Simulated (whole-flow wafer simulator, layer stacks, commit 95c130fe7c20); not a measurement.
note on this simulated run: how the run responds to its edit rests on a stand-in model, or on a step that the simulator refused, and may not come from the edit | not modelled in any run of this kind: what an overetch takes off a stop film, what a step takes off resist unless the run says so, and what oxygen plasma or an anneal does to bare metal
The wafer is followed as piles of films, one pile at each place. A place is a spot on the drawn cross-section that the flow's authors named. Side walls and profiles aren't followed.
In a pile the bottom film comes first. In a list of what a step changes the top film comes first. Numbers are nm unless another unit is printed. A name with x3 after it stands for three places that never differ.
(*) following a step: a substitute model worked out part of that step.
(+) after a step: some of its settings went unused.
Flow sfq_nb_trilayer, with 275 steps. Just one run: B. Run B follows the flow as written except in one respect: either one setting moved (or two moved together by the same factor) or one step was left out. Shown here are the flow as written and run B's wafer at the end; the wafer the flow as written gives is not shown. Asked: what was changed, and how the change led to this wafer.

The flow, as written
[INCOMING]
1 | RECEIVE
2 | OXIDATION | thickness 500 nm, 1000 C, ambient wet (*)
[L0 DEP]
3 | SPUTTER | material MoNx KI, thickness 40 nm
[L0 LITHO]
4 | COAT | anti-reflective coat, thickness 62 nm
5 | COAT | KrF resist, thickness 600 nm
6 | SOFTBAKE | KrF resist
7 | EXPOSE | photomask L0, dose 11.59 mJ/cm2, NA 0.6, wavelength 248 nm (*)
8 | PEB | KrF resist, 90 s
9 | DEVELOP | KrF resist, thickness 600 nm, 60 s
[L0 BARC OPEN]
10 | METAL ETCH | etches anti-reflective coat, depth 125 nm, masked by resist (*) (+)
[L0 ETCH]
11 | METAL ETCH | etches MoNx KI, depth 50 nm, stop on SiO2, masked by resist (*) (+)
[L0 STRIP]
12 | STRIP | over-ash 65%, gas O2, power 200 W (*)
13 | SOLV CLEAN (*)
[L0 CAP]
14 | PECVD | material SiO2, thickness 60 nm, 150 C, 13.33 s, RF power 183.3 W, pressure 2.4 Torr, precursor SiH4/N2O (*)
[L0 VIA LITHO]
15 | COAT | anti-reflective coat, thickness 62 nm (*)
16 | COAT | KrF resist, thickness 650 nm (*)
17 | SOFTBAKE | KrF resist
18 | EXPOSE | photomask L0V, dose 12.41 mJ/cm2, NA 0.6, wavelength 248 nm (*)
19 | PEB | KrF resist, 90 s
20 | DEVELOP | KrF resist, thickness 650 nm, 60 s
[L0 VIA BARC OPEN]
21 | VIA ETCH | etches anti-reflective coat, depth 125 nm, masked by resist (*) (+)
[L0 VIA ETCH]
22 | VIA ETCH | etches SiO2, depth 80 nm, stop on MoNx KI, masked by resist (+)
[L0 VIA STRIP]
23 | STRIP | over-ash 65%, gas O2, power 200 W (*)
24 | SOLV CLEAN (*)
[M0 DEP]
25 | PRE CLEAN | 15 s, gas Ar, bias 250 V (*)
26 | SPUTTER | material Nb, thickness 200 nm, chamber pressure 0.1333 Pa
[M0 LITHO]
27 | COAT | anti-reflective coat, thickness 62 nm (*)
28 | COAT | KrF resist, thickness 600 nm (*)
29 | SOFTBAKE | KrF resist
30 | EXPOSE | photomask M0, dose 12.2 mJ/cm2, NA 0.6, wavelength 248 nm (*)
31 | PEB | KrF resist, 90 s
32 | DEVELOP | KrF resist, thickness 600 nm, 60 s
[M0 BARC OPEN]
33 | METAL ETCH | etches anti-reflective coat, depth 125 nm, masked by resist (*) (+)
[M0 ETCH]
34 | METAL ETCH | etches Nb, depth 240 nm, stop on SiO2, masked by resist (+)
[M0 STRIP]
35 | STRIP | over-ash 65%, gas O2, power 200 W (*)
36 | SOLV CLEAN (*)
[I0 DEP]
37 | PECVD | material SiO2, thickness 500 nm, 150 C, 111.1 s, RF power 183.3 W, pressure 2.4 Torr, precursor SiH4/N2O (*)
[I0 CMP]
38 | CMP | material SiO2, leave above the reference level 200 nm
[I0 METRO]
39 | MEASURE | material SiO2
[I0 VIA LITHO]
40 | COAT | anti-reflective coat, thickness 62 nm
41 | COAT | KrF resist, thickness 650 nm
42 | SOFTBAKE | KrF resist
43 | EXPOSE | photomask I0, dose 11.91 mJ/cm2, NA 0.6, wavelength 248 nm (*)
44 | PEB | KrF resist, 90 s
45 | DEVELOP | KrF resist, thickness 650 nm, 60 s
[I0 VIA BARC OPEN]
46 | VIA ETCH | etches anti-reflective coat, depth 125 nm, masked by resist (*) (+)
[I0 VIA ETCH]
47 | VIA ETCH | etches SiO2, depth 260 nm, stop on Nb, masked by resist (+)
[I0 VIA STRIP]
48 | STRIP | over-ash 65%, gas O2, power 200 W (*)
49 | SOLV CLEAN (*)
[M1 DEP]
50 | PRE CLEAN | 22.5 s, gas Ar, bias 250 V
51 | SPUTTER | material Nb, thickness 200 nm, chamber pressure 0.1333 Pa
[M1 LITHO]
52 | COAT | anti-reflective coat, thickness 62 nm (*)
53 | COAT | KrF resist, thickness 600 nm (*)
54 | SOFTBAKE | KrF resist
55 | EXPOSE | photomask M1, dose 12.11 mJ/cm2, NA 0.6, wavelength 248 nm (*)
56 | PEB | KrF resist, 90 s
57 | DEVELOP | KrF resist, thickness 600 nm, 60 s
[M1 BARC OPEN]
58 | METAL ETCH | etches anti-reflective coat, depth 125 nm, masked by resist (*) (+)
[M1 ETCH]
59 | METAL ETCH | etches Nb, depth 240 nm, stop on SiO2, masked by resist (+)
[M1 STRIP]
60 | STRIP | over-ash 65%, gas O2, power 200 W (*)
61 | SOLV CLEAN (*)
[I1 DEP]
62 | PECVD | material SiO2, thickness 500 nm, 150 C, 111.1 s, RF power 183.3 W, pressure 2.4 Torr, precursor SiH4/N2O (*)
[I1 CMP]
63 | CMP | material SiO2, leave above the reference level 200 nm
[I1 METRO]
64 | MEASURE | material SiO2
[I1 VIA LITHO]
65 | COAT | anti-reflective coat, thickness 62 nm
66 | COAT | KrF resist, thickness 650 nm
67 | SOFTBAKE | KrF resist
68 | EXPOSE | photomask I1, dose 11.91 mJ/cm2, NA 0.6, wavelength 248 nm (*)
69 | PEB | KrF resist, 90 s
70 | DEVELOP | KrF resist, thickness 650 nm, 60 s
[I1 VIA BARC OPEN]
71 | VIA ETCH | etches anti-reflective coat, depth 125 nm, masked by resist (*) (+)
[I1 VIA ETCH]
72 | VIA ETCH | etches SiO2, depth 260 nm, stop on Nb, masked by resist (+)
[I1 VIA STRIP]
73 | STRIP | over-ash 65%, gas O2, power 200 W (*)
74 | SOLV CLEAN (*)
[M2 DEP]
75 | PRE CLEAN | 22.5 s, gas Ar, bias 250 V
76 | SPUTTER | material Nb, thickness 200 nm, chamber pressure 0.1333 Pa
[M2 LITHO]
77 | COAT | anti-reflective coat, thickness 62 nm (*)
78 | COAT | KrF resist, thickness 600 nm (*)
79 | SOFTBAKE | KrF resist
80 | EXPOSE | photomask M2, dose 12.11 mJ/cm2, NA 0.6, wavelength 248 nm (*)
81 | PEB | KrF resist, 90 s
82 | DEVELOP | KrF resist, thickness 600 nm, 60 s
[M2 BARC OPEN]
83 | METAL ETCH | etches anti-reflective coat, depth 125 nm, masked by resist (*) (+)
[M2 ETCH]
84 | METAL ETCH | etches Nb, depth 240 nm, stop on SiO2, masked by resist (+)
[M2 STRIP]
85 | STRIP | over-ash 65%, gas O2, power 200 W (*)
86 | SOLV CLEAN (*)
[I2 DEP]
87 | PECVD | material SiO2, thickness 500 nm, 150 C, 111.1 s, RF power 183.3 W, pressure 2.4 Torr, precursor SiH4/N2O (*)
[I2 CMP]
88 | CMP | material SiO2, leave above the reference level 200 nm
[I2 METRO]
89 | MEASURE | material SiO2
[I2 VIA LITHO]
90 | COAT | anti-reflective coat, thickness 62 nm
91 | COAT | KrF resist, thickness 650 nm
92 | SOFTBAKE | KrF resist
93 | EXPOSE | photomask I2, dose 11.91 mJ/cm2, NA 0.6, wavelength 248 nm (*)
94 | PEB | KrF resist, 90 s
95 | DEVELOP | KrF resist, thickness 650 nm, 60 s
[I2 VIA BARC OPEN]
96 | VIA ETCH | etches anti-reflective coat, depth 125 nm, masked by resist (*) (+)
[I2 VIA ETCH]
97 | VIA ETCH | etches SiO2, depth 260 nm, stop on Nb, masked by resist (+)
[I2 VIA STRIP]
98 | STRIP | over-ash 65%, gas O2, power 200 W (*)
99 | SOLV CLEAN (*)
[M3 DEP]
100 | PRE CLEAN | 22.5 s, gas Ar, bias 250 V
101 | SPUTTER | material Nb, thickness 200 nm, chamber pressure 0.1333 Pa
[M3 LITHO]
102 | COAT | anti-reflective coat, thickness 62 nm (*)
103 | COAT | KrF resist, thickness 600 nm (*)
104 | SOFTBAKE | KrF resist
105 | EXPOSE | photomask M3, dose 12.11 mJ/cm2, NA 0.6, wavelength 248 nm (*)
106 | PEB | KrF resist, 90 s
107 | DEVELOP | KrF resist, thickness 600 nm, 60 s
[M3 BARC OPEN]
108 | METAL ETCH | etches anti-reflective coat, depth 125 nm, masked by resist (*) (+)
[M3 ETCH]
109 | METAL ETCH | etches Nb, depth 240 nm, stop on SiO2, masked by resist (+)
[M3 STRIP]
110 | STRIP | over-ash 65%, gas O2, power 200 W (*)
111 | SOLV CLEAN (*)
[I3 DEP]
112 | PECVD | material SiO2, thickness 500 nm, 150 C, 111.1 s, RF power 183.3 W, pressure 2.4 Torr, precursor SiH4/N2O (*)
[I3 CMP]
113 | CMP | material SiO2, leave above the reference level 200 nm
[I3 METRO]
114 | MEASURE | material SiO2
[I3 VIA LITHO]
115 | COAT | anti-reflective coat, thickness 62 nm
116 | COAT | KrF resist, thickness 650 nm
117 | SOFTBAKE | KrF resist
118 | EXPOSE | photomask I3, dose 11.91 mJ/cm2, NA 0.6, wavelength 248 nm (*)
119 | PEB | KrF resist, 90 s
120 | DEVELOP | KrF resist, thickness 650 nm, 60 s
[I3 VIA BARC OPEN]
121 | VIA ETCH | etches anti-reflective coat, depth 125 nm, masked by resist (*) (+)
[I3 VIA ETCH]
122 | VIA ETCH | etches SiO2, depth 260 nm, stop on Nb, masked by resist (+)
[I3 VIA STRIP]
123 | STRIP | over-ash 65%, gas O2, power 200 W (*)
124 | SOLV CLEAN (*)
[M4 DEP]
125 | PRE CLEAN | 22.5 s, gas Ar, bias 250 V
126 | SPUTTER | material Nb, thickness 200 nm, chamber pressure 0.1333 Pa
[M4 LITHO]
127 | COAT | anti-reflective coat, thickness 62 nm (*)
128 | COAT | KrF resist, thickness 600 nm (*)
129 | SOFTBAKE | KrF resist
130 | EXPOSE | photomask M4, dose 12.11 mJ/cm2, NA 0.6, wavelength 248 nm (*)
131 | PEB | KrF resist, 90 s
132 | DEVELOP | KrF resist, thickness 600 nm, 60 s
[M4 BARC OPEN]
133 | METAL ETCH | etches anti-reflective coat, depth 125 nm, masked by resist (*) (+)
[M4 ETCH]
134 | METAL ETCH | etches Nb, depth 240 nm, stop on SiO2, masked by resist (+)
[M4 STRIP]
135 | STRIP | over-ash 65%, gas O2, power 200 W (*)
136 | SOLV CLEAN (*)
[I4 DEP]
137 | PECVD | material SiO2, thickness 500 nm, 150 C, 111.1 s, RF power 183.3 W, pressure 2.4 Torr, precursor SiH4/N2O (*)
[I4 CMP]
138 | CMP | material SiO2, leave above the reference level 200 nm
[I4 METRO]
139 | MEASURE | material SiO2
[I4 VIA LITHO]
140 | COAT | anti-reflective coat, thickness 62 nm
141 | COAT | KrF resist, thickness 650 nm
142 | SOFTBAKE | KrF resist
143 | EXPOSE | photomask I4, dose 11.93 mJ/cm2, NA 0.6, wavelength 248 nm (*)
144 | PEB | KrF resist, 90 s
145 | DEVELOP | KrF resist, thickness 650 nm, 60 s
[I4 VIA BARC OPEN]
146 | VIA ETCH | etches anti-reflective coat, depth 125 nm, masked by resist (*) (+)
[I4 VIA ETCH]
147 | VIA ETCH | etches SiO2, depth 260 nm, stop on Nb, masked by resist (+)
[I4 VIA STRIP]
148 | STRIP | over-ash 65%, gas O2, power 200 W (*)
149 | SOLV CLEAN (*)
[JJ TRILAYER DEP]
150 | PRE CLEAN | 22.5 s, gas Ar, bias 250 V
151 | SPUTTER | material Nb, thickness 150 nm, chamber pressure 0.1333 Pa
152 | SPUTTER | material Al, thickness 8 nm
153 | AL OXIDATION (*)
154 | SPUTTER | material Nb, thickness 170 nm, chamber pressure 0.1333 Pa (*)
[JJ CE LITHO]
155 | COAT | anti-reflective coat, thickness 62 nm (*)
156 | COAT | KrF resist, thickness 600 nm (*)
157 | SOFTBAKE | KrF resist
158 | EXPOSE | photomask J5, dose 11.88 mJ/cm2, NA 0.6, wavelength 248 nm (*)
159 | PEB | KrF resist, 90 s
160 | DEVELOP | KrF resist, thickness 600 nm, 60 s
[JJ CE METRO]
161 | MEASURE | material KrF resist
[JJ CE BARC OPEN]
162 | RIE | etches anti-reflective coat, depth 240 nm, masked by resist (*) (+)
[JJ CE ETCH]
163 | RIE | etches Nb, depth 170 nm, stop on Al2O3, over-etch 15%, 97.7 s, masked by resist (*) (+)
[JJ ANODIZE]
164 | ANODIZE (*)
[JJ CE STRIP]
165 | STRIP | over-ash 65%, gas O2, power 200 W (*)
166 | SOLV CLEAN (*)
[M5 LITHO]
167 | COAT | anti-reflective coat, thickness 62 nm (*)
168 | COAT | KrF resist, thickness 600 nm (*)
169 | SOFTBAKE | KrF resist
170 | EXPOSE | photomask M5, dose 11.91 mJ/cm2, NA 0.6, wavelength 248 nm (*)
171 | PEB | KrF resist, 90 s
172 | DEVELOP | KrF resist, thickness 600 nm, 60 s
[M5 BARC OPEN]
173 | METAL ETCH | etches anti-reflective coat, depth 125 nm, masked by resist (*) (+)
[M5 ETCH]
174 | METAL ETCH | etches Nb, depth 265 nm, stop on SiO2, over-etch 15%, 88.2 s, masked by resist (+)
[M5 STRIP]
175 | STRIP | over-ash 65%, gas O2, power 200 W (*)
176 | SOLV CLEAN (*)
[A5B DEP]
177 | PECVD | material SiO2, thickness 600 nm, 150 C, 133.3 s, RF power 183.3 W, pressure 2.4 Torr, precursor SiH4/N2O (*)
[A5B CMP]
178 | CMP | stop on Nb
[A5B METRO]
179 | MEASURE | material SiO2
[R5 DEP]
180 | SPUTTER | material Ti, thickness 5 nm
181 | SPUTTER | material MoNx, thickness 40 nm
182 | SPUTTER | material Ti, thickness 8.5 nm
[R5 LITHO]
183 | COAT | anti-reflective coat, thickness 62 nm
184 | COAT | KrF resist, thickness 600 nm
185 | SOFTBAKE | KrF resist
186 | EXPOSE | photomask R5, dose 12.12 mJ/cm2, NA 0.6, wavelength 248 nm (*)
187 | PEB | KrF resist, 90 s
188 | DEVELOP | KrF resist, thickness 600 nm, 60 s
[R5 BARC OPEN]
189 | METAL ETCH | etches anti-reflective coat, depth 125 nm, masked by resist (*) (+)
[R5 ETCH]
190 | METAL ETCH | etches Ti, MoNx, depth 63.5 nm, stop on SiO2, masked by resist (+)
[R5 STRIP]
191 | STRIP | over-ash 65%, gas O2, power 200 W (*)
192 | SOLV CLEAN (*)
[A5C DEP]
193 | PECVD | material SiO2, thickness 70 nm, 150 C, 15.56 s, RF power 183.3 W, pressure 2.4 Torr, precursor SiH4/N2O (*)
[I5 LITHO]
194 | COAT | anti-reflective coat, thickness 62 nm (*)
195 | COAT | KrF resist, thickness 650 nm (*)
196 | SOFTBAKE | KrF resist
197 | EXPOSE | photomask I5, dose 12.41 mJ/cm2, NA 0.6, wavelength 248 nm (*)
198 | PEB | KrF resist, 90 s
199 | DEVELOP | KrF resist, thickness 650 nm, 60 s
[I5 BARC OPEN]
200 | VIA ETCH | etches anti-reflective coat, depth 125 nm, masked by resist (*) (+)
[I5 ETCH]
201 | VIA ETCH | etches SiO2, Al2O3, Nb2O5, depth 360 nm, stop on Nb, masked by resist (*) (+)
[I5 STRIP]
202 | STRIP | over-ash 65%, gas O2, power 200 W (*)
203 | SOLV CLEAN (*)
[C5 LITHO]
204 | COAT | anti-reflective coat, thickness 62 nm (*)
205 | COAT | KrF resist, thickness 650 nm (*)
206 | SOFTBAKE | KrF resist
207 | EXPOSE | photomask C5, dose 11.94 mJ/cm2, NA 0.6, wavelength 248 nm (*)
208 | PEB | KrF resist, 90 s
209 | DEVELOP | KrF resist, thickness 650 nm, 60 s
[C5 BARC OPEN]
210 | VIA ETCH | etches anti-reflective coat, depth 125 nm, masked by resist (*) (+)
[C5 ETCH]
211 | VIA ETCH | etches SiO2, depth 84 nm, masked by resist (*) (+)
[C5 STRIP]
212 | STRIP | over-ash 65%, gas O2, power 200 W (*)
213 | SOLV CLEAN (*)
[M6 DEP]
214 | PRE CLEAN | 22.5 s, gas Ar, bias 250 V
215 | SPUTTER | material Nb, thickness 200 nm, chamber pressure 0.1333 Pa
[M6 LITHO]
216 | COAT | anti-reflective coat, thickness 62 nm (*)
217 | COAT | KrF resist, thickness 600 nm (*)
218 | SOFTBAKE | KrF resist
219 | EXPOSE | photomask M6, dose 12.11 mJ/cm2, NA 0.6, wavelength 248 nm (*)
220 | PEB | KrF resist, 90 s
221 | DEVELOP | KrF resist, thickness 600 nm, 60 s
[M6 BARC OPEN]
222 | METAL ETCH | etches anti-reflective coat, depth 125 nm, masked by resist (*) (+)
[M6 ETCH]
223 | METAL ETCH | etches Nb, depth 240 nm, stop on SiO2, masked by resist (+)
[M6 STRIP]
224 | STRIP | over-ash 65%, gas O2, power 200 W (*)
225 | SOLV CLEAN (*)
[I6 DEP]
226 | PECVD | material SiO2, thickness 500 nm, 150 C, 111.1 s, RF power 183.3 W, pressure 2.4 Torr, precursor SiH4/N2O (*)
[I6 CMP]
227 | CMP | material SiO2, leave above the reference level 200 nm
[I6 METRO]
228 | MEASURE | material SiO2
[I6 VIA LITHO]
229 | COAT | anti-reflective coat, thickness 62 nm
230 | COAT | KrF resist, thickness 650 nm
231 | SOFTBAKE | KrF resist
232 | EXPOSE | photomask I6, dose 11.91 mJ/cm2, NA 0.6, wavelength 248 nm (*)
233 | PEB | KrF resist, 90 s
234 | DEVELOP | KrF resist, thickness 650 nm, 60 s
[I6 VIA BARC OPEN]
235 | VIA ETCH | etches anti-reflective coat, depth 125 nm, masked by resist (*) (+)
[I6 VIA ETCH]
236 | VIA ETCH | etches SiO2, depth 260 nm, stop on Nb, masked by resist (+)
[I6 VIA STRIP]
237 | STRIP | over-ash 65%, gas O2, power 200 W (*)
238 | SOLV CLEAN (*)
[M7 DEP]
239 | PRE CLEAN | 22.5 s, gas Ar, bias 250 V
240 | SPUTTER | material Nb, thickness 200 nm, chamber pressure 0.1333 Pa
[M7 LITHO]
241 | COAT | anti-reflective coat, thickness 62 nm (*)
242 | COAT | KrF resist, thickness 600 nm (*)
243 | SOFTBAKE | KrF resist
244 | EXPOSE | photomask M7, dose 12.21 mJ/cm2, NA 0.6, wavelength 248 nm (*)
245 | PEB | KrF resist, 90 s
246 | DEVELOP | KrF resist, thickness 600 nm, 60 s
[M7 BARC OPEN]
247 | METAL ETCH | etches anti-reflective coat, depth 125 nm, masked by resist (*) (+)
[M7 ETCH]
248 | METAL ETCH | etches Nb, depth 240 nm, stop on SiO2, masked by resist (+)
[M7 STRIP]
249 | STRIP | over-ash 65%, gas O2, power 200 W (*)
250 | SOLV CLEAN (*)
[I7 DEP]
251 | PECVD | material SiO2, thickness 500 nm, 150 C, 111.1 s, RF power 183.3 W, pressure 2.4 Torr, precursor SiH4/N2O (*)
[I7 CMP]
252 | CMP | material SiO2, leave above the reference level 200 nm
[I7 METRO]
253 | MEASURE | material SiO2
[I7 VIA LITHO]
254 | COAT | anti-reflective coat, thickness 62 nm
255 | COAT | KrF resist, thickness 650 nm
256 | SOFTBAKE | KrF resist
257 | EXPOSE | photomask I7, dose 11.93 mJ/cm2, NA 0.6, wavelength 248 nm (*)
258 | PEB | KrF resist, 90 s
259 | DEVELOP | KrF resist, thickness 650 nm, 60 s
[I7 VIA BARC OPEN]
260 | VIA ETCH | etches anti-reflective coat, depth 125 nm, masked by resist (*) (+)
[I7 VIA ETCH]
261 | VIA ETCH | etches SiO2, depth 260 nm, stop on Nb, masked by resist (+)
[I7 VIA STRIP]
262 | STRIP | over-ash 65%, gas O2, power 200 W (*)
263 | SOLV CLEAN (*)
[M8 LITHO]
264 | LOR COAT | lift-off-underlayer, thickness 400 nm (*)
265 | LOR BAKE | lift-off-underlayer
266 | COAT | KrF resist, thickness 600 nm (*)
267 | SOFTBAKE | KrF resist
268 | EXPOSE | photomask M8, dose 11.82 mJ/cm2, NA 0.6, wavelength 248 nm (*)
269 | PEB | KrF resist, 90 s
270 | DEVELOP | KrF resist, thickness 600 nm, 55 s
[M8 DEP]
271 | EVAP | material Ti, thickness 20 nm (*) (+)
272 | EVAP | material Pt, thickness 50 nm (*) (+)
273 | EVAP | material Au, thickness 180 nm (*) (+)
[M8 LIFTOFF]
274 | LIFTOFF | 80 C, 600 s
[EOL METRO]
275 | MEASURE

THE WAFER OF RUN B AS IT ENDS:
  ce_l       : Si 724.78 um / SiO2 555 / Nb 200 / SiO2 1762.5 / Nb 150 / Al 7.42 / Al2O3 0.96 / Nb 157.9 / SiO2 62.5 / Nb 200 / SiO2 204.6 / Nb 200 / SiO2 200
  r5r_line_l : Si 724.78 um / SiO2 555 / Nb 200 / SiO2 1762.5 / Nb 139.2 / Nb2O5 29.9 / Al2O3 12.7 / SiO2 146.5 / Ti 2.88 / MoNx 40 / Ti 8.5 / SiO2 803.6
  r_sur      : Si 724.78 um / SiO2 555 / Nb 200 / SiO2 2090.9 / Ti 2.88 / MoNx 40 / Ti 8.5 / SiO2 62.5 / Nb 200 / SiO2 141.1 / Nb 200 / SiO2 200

Cause: step 180, SPUTTER: thickness 2.88 nm was run, though the flow has thickness 5 nm.
One can read it off the wafer: r5r_line_l has Ti 2.88, and step 180 as written asks for 5 nm.

Step by step, how the change led to this:
  180 | SPUTTER | material Ti, thickness 5 nm
      field_l, v_sur, via_wl and 103 more: Ti gains 2.88 (new film) (it would be, as written: Ti gains 5 (new film))
  190 | METAL ETCH | etches Ti, MoNx, depth 63.5 nm, stop on SiO2, masked by resist (+)
      field_l, v_sur, via_wl and 92 more: Ti loses 8.5 (all of it), MoNx loses 40 (all of it), Ti loses 2.88 (all of it) (it would be, as written: Ti loses 8.5 (all of it), MoNx loses 40 (all of it), Ti loses 5 (all of it))
      ce_l, c5j, ce_r, wl_jj: Ti loses 8.5 (all of it), MoNx loses 40 (all of it), Ti loses 2.88 (all of it), Nb loses 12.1 (it would be, as written: Ti loses 8.5 (all of it), MoNx loses 40 (all of it), Ti loses 5 (all of it), Nb loses 10)
